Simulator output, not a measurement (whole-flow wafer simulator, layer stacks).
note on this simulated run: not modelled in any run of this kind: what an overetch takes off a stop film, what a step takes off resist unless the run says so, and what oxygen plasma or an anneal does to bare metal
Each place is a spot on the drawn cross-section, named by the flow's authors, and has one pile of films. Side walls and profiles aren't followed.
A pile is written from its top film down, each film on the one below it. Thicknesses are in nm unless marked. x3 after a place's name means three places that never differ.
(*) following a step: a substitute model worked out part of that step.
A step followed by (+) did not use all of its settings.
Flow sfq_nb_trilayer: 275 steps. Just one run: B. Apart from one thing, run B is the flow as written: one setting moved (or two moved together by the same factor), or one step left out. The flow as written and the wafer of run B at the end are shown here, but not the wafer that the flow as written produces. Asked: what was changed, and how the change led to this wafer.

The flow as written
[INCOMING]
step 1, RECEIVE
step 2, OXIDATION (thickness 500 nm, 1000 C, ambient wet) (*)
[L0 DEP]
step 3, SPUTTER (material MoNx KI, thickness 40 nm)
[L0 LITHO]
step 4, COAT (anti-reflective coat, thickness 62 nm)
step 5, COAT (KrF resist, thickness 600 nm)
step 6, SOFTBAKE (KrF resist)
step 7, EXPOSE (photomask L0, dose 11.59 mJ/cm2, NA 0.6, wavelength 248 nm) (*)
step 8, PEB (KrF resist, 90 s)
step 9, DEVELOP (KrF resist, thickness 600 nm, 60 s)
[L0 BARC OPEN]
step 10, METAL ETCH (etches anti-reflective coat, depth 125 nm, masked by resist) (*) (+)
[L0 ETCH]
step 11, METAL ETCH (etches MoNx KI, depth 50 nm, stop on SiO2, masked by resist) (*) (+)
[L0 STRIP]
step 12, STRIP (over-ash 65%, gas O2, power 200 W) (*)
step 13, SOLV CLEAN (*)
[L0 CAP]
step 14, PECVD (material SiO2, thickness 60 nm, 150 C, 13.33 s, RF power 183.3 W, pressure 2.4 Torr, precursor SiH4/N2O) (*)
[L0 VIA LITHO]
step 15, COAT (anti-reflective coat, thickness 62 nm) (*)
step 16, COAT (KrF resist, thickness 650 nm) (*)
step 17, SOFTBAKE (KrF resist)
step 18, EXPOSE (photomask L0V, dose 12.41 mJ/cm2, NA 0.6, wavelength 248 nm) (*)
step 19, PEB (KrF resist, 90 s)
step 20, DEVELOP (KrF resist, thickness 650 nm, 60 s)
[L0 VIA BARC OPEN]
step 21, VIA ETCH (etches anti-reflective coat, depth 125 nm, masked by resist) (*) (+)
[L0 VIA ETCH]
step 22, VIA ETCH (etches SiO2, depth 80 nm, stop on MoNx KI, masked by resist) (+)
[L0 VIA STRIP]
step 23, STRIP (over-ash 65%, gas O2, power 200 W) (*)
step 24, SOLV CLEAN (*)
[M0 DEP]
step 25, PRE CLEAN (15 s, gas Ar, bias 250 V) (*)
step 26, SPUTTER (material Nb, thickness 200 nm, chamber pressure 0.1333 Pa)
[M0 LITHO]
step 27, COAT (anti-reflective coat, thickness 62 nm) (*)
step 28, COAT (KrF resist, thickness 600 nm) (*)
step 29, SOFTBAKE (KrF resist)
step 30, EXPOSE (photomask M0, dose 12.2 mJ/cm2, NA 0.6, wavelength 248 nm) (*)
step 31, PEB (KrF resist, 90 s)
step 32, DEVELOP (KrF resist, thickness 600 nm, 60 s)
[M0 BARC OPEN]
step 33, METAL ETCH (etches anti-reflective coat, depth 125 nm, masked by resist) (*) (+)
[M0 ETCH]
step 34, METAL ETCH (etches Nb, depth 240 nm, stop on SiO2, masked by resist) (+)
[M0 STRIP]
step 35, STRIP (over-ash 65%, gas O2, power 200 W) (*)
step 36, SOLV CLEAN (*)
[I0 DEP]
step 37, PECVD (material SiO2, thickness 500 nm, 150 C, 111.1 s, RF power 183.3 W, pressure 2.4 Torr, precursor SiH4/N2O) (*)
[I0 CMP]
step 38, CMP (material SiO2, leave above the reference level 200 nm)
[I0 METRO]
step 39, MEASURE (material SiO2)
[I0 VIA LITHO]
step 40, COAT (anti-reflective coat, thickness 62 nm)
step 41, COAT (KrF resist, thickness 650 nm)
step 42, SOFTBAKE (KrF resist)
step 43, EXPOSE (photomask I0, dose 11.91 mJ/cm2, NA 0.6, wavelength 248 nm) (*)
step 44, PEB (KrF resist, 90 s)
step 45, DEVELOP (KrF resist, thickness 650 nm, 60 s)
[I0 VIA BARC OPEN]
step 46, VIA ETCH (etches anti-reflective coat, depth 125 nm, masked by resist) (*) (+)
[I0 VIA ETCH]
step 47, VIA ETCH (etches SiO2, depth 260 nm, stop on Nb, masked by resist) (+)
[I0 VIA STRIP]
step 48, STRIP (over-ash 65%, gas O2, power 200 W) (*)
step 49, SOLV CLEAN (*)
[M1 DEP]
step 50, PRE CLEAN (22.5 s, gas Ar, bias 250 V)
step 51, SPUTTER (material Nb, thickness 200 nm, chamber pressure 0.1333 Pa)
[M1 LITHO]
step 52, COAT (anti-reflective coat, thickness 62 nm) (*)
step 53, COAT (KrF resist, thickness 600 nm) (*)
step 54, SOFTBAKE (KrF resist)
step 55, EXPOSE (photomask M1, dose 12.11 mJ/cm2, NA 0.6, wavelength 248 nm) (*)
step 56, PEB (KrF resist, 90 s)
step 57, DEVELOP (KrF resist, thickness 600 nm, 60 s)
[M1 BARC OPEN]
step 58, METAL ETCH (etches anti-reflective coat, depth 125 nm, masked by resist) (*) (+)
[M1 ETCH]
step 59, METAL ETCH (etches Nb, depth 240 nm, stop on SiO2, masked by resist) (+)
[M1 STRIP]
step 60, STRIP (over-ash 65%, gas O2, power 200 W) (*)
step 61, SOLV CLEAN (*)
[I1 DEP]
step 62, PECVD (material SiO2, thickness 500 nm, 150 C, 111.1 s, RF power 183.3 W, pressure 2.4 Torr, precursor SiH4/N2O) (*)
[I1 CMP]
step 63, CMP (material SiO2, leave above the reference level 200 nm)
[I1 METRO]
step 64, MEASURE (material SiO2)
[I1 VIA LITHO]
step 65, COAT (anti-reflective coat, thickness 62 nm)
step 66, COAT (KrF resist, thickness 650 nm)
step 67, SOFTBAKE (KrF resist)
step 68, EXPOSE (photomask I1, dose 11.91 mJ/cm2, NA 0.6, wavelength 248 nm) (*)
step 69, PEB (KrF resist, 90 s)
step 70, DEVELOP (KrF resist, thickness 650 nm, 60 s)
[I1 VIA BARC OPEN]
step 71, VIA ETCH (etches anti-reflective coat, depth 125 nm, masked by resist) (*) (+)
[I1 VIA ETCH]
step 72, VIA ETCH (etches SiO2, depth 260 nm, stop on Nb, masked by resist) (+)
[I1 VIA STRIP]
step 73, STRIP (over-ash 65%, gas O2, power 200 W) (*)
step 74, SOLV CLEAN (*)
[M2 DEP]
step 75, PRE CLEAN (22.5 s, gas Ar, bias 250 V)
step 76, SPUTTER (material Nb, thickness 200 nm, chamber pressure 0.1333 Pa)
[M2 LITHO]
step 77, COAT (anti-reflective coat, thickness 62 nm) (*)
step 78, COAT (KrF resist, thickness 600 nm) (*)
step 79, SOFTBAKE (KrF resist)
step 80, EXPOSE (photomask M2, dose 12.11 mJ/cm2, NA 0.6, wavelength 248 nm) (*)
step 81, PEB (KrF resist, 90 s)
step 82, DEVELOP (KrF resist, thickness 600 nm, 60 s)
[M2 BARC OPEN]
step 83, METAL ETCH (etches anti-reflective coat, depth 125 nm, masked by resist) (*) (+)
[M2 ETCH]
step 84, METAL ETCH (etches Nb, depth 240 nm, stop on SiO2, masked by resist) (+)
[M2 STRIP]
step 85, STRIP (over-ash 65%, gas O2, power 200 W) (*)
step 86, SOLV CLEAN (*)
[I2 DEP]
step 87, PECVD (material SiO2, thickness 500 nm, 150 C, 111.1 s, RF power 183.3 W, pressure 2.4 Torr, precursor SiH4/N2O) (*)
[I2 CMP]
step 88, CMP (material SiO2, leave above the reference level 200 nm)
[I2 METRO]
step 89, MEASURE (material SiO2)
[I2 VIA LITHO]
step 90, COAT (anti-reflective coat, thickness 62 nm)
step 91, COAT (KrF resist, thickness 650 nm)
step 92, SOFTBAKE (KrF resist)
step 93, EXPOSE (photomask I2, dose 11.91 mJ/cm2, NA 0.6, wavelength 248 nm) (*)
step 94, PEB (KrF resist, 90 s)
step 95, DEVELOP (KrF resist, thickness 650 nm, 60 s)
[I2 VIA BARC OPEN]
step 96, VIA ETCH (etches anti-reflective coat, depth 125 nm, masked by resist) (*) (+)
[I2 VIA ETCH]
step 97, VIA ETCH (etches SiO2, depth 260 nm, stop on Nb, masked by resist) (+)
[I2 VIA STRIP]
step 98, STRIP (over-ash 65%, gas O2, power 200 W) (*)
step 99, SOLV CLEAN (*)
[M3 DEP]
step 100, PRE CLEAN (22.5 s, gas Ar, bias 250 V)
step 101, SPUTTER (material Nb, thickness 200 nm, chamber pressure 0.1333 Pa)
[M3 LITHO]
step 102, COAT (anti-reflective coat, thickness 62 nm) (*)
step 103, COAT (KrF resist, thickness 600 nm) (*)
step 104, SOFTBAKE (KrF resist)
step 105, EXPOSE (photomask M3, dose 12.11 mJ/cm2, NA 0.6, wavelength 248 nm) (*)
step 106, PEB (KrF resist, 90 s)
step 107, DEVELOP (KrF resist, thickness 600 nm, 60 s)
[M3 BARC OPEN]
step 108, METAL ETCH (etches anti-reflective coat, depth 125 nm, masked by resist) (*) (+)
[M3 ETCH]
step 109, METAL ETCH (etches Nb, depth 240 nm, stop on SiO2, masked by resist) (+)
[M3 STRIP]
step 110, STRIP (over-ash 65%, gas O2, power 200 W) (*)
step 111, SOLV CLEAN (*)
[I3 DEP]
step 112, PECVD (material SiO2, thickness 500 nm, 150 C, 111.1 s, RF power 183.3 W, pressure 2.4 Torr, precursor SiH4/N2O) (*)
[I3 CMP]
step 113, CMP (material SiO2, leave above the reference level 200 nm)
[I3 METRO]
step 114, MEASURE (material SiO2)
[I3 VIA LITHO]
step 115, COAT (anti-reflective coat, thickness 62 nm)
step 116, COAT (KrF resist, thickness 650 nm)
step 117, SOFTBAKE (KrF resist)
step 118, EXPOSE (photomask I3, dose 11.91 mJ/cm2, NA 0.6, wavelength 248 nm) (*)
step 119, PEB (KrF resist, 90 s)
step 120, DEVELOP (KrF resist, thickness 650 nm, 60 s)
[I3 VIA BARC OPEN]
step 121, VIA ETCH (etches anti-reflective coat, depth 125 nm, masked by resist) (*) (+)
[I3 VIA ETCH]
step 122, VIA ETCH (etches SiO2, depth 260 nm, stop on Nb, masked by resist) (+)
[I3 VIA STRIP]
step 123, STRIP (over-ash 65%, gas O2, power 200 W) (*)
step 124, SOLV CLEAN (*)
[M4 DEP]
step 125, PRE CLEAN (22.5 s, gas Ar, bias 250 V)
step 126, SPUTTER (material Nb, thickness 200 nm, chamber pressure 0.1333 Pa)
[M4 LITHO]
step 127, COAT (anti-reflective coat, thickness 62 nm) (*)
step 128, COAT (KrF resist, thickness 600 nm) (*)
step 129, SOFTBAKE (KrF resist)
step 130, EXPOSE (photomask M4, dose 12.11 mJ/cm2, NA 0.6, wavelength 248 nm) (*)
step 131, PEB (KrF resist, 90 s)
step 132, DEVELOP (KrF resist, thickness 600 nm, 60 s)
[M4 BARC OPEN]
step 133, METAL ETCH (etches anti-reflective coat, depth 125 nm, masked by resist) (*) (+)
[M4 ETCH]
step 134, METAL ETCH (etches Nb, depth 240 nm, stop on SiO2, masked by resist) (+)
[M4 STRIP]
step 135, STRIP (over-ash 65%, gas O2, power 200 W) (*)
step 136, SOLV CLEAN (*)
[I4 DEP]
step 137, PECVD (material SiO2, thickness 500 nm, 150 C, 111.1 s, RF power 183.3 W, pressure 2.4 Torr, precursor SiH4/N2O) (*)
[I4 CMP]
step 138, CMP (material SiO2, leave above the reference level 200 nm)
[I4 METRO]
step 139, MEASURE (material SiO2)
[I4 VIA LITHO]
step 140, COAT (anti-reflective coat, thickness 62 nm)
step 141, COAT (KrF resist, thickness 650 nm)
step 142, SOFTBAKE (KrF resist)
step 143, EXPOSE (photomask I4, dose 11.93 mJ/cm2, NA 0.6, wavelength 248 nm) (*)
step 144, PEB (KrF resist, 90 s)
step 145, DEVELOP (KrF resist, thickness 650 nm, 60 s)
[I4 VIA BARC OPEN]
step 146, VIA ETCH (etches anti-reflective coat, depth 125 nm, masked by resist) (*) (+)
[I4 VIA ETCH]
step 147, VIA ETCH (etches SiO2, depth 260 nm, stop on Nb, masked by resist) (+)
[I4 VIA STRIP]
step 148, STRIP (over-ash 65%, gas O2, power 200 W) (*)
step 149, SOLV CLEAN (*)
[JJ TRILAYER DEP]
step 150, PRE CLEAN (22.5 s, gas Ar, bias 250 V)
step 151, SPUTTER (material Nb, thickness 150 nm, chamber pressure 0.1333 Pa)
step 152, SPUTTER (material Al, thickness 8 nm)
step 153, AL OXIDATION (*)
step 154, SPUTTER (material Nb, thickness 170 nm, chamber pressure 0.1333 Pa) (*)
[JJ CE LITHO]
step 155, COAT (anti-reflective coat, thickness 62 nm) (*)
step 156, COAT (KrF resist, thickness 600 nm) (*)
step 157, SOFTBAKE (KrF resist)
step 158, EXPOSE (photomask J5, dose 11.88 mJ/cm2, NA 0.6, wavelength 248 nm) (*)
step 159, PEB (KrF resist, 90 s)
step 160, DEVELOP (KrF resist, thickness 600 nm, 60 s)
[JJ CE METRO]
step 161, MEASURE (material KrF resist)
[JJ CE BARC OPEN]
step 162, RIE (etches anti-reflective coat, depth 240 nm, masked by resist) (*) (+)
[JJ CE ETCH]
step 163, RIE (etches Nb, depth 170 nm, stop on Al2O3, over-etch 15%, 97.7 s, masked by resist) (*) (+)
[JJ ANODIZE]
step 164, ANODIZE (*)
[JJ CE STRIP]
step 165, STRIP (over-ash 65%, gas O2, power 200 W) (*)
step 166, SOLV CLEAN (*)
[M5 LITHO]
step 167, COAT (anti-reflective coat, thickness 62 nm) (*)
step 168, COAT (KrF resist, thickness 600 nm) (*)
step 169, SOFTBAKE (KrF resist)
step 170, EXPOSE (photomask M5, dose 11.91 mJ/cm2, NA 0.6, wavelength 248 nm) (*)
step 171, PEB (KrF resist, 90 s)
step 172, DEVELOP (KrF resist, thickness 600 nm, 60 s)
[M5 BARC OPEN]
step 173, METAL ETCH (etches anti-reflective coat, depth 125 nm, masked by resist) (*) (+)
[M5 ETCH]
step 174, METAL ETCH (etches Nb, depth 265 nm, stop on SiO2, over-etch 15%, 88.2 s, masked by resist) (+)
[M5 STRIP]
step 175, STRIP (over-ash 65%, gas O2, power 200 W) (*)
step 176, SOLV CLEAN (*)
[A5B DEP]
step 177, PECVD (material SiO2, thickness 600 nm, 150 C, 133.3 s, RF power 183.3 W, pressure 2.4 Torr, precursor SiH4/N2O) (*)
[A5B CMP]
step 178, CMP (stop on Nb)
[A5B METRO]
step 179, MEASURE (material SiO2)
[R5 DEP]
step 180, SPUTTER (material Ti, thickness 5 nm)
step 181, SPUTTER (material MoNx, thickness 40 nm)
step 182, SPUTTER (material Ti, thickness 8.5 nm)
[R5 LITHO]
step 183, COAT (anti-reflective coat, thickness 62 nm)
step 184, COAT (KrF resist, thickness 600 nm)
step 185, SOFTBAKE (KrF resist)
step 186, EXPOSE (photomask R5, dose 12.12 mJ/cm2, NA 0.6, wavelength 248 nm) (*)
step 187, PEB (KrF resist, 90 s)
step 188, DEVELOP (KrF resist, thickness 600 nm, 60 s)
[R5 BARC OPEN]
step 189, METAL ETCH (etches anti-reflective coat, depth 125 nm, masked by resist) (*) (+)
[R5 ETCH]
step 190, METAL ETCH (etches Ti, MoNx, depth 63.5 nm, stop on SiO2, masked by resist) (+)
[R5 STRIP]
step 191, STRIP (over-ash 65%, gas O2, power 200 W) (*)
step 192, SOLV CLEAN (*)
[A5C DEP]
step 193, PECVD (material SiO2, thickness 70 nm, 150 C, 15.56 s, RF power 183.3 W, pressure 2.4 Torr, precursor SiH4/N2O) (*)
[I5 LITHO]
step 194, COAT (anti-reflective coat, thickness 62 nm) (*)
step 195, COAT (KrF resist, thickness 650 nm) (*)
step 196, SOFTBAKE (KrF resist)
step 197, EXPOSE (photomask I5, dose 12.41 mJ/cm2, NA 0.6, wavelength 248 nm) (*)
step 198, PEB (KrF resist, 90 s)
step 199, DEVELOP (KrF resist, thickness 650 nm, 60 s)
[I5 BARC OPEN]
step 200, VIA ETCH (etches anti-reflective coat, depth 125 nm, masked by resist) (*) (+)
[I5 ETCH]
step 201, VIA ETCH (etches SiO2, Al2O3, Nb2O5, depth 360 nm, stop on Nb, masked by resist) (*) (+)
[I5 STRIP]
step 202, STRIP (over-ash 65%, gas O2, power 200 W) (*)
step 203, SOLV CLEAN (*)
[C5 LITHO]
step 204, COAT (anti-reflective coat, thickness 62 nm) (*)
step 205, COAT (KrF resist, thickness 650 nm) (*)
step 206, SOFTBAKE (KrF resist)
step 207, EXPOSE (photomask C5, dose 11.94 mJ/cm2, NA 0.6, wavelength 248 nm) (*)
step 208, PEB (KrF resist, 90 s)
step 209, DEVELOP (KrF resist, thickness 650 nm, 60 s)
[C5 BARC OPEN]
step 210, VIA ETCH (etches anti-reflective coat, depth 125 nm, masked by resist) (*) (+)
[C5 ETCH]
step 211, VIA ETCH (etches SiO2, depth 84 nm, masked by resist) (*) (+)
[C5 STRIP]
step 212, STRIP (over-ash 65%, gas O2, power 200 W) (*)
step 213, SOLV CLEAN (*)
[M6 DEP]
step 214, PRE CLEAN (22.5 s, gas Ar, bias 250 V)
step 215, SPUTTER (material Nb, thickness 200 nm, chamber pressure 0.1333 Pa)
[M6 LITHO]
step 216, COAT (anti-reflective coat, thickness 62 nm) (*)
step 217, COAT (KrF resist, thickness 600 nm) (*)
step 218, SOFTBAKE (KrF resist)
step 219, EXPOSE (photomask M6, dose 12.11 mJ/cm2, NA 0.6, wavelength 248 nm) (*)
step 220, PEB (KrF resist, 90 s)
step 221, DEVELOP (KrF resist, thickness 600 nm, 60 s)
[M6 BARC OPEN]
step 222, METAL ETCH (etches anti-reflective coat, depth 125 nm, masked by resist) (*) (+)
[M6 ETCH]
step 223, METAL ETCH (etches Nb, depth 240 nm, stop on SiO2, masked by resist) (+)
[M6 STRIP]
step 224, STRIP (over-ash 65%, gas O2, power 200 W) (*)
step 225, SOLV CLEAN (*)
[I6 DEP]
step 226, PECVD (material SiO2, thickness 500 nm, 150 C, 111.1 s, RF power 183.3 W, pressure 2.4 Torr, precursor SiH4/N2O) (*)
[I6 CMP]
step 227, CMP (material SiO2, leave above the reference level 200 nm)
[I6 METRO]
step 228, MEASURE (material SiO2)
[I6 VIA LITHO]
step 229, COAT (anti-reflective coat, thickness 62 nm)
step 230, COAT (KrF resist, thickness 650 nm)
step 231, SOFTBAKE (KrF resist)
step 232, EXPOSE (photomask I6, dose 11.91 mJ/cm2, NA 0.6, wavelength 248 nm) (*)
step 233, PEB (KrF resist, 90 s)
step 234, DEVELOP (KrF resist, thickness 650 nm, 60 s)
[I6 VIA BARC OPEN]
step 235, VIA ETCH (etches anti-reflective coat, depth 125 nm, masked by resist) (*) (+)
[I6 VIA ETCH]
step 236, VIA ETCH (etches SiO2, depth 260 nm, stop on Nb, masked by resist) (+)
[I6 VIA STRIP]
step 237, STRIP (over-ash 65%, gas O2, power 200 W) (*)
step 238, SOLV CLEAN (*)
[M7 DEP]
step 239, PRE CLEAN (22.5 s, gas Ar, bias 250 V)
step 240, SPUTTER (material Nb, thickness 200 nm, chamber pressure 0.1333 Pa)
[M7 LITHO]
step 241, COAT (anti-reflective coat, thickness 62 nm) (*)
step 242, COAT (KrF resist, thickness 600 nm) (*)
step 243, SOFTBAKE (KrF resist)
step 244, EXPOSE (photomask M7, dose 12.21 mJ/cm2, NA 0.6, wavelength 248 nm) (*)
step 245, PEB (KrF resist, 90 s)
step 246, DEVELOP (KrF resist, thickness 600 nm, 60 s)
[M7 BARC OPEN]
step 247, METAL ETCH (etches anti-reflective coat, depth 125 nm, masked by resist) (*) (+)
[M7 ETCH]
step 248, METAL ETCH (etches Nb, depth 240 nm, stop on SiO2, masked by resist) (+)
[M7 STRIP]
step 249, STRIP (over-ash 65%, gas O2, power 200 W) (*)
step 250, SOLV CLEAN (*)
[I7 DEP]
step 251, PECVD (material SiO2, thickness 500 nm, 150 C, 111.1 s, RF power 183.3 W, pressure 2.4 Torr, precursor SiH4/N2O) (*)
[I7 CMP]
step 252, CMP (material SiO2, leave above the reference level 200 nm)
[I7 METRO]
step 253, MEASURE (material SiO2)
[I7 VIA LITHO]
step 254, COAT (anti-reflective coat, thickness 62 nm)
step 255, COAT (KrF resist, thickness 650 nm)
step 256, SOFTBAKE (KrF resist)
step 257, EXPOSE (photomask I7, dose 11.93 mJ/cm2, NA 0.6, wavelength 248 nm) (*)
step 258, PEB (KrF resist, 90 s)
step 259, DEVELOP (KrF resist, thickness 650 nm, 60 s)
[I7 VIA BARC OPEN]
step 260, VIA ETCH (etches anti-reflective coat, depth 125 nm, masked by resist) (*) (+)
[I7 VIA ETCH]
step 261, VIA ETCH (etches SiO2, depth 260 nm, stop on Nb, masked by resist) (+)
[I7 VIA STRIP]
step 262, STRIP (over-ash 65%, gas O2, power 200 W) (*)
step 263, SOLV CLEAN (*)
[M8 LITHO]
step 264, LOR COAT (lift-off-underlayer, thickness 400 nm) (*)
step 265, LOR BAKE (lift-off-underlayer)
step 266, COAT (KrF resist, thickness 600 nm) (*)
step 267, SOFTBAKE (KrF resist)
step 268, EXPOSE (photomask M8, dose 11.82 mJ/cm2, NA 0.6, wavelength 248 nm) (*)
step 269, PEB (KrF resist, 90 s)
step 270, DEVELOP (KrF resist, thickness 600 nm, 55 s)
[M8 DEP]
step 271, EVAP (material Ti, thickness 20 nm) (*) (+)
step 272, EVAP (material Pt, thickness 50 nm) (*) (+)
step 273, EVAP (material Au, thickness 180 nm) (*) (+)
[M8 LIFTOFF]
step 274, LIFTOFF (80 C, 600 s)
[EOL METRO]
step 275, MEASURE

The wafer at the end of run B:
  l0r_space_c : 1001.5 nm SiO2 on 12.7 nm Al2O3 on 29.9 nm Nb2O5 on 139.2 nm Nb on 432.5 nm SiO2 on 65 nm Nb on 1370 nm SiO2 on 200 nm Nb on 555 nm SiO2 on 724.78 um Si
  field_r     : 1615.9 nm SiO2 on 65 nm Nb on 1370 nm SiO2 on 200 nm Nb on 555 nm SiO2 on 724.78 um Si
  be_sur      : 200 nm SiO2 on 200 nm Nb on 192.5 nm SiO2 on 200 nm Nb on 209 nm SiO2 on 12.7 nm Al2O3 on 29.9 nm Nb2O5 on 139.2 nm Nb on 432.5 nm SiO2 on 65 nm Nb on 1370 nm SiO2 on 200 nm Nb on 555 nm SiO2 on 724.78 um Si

What caused this: step 126, SPUTTER: thickness 305 nm was run, while the flow as written has thickness 200 nm.

The path from the change to this, step by step:
  step 126, SPUTTER (material Nb, thickness 200 nm, chamber pressure 0.1333 Pa)
      field_l, v_sur, via_wl and 102 more: +305 Nb (new film) (in the flow as written it would be: +200 Nb (new film))
      via_v: +254 Nb (in the flow as written it would be: +165.5 Nb)
  step 127, COAT (anti-reflective coat, thickness 62 nm) (*)
      via_v: +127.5 anti-reflective coat (new film) (in the flow as written it would be: +124.8 anti-reflective coat (new film))
  step 134, METAL ETCH (etches Nb, depth 240 nm, stop on SiO2, masked by resist) (+)
      field_l, be, be_sur and 64 more: -240 Nb (in the flow as written it would be: -200 Nb (all of it))
  step 135, STRIP (over-ash 65%, gas O2, power 200 W) (*)
      via_v: -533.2 KrF resist (all of it), -127.5 anti-reflective coat (all of it) (in the flow as written it would be: -521.8 KrF resist (all of it), -124.8 anti-reflective coat (all of it))
  step 137, PECVD (material SiO2, thickness 500 nm, 150 C, 111.1 s, RF power 183.3 W, pressure 2.4 Torr, precursor SiH4/N2O) (*)
      field_l, be, be_sur and 55 more: +500 SiO2 (new film) (in the flow as written it would be: +500 SiO2)
      p3_s0 x6: +597.1 SiO2 (new film) (in the flow as written it would be: +557.1 SiO2)
      (as well as at 3 more places)
  step 138, CMP (material SiO2, leave above the reference level 200 nm)
      field_l, be, be_sur and 55 more: -60 SiO2 (in the flow as written it would be: -100 SiO2)
      lsp_r, l0_sur, l0v: -50.3 SiO2 (in the flow as written it would be: -91.9 SiO2)
      (as well as at 1 more place)
Taking metal films that touch as one body, l0r_space_c has 3 bodies (between them, from the top down: SiO2 432.5; SiO2 1370); the flow as written gives 2 bodies (between them, from the top down: SiO2 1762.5).
Taking metal films that touch as one body, field_r has 2 bodies (between them, from the top down: SiO2 1370); the flow as written gives 1 body.
Taking metal films that touch as one body, be_sur has 5 bodies (between them, from the top down: SiO2 192.5; SiO2 209 / Al2O3 12.7 / Nb2O5 29.9; SiO2 432.5; SiO2 1370); the flow as written gives 4 bodies (between them, from the top down: SiO2 192.5; SiO2 209 / Al2O3 12.7 / Nb2O5 29.9; SiO2 1762.5).
